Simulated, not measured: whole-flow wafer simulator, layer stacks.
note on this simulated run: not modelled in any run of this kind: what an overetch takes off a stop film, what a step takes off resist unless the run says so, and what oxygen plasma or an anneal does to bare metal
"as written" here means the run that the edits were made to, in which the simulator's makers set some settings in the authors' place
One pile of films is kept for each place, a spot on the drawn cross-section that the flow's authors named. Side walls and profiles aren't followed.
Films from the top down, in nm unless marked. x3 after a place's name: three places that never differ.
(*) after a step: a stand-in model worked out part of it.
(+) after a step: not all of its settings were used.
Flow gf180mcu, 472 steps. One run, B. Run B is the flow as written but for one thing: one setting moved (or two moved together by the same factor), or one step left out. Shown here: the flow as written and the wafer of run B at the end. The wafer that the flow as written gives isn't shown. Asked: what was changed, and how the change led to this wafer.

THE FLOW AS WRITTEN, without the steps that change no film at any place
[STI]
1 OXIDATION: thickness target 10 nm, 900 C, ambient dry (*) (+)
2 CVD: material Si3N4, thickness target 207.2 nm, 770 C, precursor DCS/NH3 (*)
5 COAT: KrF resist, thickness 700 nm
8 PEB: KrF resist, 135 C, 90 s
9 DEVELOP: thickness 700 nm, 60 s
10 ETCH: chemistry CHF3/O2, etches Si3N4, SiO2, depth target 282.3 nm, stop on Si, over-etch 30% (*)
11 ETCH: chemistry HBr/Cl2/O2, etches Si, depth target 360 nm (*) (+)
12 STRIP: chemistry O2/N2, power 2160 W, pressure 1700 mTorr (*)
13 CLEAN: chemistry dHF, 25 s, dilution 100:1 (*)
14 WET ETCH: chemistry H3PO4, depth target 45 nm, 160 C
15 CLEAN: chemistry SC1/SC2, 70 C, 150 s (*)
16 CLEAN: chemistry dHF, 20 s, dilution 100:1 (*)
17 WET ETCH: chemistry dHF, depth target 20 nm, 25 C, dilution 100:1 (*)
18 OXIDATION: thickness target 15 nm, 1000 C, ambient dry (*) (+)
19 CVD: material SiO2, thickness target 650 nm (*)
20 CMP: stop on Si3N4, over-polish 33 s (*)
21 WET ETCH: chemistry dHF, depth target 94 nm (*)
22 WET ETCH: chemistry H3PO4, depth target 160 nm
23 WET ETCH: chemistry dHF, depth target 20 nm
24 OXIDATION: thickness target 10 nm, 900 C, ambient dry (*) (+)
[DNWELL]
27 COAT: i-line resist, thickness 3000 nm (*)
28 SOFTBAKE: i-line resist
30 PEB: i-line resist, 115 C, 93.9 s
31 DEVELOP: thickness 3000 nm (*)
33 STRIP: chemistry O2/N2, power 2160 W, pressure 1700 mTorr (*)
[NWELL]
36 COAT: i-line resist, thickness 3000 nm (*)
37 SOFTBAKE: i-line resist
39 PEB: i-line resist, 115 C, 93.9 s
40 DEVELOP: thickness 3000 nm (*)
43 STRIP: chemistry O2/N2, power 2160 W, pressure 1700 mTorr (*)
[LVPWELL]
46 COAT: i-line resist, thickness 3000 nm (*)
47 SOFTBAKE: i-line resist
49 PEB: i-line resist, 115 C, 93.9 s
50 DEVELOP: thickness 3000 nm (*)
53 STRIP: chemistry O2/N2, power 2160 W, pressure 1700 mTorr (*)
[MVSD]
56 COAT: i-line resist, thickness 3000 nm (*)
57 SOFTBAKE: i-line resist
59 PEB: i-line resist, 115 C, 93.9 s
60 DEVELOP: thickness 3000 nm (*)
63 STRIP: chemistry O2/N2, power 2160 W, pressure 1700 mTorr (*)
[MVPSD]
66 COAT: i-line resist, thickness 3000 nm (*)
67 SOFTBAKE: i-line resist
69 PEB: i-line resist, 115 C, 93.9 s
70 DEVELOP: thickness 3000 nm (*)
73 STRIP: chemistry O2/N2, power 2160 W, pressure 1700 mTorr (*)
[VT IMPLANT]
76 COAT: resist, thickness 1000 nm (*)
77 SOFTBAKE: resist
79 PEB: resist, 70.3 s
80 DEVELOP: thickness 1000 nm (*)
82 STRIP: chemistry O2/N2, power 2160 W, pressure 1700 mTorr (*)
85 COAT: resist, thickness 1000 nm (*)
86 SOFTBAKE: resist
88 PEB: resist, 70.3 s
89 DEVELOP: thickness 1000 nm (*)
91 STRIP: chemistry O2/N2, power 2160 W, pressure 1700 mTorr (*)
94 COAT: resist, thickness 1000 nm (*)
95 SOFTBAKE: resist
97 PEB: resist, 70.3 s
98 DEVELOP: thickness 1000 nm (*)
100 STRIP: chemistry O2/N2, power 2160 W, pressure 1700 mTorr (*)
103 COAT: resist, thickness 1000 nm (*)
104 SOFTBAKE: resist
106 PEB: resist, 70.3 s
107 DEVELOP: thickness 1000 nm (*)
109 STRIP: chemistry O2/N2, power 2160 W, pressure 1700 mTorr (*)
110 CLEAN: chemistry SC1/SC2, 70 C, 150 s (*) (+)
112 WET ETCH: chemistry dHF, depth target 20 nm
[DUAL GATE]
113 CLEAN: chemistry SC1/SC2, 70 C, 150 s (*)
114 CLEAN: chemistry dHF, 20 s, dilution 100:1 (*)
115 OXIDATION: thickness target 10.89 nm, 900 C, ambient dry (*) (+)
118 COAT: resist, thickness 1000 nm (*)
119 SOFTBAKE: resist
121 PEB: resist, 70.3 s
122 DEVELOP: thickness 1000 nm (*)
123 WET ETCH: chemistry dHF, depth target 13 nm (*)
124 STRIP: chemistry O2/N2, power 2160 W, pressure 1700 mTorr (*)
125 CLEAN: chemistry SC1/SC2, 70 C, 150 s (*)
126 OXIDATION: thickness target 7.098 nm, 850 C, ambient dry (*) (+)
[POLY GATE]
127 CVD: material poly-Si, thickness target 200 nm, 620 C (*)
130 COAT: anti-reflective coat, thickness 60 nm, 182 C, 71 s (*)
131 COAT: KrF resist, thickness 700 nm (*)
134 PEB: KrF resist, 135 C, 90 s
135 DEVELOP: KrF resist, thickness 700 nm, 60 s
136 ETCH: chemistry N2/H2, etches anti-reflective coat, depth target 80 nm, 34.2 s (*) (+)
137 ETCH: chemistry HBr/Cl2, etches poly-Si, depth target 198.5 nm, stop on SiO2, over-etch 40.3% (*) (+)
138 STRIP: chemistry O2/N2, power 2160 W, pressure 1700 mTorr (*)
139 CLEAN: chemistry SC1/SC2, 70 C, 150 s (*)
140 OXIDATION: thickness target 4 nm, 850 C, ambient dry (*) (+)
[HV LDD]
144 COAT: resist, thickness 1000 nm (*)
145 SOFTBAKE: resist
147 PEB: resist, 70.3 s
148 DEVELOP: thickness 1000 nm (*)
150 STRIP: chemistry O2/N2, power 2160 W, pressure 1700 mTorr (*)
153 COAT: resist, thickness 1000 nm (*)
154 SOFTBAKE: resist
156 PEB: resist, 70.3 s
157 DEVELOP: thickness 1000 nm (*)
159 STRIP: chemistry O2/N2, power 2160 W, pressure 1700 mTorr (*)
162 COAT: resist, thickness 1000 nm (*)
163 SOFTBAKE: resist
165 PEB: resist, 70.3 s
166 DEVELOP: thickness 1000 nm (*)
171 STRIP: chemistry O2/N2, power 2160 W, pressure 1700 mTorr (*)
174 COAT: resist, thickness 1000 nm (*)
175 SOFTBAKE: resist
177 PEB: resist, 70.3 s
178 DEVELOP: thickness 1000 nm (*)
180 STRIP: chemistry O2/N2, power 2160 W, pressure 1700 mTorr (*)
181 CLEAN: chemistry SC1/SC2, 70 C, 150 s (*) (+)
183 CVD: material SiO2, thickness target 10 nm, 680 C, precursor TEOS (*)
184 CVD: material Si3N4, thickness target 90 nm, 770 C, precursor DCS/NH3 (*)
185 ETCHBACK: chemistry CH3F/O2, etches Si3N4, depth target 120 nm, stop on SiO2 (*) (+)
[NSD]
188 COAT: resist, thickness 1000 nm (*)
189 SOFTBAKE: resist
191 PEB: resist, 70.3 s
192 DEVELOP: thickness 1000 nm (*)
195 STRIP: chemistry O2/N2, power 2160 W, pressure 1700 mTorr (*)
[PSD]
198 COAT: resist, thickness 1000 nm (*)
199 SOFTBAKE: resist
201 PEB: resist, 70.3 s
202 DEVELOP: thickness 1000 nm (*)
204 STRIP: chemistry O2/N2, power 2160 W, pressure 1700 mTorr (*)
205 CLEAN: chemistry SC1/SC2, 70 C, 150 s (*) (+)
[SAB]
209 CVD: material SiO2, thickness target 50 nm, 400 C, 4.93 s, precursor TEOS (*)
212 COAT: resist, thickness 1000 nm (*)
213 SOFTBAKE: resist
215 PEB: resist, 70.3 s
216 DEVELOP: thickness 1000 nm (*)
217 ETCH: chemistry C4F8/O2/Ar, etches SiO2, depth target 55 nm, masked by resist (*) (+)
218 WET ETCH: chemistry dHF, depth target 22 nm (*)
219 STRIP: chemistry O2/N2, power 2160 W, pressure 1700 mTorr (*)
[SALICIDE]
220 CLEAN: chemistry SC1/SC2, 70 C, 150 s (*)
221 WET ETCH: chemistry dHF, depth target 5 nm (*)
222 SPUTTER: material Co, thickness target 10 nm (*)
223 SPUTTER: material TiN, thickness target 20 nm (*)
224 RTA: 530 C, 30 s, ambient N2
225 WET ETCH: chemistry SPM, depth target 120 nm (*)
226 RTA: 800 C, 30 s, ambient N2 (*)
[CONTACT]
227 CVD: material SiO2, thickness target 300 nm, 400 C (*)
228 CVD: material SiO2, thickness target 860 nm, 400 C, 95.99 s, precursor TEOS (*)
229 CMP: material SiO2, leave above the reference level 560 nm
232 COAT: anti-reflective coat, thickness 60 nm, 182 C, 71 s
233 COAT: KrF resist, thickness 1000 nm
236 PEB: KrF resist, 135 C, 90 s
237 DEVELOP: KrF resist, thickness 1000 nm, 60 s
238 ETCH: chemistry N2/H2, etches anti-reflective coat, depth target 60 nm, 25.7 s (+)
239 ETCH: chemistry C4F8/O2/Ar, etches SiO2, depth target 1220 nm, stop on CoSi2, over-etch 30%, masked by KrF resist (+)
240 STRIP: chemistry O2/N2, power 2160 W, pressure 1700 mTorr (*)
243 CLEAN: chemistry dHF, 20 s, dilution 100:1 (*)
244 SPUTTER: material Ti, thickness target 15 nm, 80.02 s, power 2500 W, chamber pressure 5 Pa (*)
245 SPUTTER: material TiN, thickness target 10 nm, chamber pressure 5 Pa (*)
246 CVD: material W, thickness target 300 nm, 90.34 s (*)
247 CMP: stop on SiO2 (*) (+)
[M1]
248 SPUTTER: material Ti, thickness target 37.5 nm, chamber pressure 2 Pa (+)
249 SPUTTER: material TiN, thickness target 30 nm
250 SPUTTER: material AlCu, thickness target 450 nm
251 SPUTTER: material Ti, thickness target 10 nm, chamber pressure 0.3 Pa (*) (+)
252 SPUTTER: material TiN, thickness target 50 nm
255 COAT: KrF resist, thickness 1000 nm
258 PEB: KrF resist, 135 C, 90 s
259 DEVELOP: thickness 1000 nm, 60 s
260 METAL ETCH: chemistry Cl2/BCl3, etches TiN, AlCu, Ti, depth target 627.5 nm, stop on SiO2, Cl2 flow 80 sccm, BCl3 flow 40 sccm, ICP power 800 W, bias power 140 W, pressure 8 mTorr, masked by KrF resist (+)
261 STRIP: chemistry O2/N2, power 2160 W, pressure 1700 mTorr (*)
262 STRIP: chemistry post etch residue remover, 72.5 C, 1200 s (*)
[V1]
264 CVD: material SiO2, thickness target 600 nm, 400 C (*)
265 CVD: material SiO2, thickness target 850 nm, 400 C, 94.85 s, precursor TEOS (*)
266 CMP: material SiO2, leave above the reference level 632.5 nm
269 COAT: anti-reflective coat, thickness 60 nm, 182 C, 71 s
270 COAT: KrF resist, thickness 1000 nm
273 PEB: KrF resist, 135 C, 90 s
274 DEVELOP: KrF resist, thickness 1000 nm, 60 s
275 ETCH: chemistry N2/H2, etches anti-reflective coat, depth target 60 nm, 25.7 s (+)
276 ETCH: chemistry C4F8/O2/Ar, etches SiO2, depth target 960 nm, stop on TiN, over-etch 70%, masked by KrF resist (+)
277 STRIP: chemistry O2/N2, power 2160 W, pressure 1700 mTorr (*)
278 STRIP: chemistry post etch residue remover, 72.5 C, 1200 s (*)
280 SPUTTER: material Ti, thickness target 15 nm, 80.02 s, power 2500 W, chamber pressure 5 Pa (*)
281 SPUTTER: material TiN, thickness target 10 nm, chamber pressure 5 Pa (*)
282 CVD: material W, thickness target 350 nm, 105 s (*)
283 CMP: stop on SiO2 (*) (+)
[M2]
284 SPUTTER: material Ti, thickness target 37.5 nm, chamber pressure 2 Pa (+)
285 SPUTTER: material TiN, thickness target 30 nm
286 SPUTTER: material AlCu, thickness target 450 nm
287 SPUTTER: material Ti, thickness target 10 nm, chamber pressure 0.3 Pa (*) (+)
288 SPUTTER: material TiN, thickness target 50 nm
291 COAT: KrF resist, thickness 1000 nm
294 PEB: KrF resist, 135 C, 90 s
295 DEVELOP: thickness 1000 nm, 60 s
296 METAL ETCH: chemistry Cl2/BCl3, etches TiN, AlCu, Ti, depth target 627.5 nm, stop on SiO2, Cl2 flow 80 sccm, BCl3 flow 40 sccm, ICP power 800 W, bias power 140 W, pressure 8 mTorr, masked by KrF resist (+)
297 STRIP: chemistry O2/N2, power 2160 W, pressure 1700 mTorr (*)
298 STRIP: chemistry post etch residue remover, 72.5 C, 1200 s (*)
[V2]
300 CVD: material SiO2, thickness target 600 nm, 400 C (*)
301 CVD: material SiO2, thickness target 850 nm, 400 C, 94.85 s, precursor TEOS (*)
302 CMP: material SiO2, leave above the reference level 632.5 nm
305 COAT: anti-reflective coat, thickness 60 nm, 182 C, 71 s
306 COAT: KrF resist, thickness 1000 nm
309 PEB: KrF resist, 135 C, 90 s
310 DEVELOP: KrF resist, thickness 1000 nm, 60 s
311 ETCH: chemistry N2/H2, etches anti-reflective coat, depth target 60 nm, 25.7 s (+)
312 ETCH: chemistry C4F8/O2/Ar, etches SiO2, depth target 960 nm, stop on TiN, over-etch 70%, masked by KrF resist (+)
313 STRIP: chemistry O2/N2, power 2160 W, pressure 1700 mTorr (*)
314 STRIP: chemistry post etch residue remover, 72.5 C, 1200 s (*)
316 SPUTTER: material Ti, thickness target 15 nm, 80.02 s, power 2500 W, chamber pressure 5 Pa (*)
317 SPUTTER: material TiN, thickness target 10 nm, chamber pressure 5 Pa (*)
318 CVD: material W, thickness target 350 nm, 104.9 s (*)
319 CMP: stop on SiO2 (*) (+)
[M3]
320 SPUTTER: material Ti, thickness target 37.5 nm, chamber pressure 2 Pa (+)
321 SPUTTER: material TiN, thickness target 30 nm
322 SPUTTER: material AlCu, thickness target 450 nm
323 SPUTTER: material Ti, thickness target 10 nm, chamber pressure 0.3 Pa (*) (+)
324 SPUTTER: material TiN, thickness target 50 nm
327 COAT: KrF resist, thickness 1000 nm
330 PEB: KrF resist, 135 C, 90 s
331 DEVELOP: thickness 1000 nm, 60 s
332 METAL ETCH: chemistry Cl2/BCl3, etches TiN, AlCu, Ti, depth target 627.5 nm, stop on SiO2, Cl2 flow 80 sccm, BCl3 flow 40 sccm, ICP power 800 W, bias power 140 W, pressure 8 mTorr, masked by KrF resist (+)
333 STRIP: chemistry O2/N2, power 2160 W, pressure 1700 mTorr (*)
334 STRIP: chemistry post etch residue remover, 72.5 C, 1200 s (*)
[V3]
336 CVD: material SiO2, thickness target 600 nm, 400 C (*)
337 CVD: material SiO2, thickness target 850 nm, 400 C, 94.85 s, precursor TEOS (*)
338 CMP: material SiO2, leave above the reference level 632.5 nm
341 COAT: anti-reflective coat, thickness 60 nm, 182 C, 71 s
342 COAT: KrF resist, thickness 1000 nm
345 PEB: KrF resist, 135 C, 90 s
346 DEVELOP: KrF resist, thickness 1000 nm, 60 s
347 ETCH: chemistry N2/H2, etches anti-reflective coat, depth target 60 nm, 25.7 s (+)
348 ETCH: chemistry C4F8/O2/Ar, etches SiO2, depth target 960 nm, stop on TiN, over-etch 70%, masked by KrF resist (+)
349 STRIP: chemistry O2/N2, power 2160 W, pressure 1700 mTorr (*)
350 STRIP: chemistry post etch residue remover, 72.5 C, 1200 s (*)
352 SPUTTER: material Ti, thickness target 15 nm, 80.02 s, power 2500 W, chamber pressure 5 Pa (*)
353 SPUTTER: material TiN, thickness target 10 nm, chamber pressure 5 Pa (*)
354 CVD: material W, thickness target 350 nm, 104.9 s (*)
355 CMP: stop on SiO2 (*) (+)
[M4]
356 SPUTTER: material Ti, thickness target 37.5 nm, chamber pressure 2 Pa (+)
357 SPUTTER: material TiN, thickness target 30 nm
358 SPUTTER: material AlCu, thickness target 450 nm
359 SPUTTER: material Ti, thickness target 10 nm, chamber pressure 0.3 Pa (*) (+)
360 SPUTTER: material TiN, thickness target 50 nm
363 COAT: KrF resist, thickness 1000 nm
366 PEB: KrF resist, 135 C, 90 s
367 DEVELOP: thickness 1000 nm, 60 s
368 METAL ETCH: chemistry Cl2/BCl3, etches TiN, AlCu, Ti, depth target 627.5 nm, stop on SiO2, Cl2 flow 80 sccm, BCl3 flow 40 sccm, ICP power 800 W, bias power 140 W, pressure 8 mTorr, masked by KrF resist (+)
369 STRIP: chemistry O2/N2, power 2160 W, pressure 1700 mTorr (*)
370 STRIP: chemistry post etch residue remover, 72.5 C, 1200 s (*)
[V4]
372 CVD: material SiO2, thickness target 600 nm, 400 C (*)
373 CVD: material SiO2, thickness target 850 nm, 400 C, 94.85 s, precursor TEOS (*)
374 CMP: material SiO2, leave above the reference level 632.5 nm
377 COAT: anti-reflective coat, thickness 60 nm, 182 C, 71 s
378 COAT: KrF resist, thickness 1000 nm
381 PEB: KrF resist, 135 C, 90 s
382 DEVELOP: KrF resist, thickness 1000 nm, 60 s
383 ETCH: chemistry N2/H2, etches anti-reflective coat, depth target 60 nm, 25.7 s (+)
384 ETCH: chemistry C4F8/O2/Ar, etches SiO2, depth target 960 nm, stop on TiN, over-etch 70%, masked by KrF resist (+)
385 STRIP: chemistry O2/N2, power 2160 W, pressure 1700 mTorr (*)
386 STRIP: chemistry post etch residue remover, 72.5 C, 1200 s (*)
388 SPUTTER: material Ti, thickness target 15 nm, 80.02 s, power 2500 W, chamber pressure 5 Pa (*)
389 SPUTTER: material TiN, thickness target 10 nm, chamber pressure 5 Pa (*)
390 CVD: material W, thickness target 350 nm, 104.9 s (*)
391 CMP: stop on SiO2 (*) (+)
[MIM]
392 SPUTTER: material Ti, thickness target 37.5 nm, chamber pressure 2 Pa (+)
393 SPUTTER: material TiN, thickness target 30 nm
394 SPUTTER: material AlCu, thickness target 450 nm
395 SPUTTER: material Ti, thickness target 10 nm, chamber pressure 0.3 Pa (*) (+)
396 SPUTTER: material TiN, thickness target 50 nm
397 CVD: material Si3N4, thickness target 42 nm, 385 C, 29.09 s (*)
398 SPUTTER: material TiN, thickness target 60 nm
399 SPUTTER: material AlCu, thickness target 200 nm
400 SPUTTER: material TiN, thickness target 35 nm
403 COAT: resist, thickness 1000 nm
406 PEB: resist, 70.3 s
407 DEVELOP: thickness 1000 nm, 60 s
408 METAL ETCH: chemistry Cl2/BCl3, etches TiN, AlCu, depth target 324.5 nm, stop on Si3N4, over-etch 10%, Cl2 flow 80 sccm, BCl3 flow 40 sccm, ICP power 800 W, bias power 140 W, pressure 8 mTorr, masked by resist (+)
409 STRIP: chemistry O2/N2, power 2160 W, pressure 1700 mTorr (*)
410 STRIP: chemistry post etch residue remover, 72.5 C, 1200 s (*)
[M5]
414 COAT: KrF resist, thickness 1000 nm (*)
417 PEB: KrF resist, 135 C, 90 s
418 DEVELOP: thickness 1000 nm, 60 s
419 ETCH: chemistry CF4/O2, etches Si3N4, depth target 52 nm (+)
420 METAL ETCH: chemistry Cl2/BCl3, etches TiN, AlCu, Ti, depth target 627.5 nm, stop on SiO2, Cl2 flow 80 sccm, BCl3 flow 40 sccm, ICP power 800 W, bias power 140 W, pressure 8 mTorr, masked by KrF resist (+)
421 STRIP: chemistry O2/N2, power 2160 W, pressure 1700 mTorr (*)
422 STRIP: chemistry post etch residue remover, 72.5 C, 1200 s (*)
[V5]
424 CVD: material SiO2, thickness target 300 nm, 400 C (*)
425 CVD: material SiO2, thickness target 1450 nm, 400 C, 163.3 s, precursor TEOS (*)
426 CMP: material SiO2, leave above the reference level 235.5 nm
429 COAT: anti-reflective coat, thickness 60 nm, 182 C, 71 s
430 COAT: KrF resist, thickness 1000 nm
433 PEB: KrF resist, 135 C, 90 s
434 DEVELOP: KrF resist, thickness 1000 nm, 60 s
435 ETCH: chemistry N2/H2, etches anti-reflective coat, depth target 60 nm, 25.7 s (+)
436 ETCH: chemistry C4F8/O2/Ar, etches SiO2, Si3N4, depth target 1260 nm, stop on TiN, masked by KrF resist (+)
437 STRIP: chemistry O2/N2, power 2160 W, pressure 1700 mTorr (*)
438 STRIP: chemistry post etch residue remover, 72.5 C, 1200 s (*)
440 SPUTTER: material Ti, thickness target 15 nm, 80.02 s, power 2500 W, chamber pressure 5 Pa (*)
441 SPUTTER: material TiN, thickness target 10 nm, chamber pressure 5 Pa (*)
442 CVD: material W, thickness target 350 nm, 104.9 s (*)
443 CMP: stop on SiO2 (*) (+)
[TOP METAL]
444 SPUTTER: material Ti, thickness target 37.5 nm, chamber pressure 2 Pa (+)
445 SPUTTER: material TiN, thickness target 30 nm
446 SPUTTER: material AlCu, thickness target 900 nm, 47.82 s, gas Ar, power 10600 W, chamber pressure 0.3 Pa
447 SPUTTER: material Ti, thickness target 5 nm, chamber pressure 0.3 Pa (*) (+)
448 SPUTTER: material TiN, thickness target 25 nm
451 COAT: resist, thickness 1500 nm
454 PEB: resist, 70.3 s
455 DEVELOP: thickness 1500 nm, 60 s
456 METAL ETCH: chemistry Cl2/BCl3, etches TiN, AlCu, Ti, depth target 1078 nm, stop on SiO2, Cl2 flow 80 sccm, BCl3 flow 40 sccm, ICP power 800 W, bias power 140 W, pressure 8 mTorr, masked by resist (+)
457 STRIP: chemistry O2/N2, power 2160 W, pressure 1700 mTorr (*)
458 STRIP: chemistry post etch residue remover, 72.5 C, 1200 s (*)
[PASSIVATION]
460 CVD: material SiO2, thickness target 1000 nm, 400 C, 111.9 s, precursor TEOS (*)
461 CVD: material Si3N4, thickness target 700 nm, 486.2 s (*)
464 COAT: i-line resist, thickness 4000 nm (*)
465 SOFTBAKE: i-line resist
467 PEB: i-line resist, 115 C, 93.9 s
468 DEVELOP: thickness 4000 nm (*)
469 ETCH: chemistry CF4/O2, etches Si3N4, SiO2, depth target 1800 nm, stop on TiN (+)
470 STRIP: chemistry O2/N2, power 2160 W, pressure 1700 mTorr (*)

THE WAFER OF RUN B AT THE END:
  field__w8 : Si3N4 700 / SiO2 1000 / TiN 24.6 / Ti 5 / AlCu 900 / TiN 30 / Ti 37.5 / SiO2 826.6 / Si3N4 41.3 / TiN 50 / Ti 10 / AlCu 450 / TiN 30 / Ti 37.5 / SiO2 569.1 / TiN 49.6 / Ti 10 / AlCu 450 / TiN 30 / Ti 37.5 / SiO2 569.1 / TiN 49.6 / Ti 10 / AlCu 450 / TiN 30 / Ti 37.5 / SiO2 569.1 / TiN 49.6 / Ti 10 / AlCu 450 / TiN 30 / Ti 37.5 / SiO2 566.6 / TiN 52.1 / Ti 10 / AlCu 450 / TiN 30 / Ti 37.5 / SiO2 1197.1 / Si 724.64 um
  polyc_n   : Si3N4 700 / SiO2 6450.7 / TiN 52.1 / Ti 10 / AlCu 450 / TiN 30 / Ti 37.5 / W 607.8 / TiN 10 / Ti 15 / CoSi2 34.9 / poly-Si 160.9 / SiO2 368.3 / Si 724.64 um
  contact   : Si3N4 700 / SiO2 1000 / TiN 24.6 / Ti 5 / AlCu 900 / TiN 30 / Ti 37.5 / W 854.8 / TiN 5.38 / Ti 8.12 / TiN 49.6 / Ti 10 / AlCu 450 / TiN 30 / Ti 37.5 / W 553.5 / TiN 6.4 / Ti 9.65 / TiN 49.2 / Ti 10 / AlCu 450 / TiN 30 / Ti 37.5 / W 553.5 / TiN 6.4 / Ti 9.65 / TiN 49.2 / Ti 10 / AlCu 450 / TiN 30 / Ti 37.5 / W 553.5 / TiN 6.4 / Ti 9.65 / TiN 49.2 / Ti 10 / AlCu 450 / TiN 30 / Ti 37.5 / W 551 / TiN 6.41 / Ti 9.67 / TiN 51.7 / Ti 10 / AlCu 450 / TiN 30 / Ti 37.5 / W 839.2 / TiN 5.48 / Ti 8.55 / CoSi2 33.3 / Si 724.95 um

The cause: step 252, SPUTTER: thickness target 52.5 nm was run, where the flow has thickness target 50 nm.

How the change led to this, step by step:
  252 SPUTTER: material TiN, thickness target 50 nm
      field, field__w1, field__w2 and 108 more: TiN +52.5 (new film) (as written it would be: TiN +50 (new film))
  260 METAL ETCH: chemistry Cl2/BCl3, etches TiN, AlCu, Ti, depth target 627.5 nm, stop on SiO2, Cl2 flow 80 sccm, BCl3 flow 40 sccm, ICP power 800 W, bias power 140 W, pressure 8 mTorr, masked by KrF resist (+)
      field, field__w1, field__w2 and 99 more: TiN -52.5 (all of it), Ti -10 (all of it), AlCu -450 (all of it), TiN -30 (all of it), Ti -37.5 (all of it) (as written it would be: TiN -50 (all of it), Ti -10 (all of it), AlCu -450 (all of it), TiN -30 (all of it), Ti -37.5 (all of it))
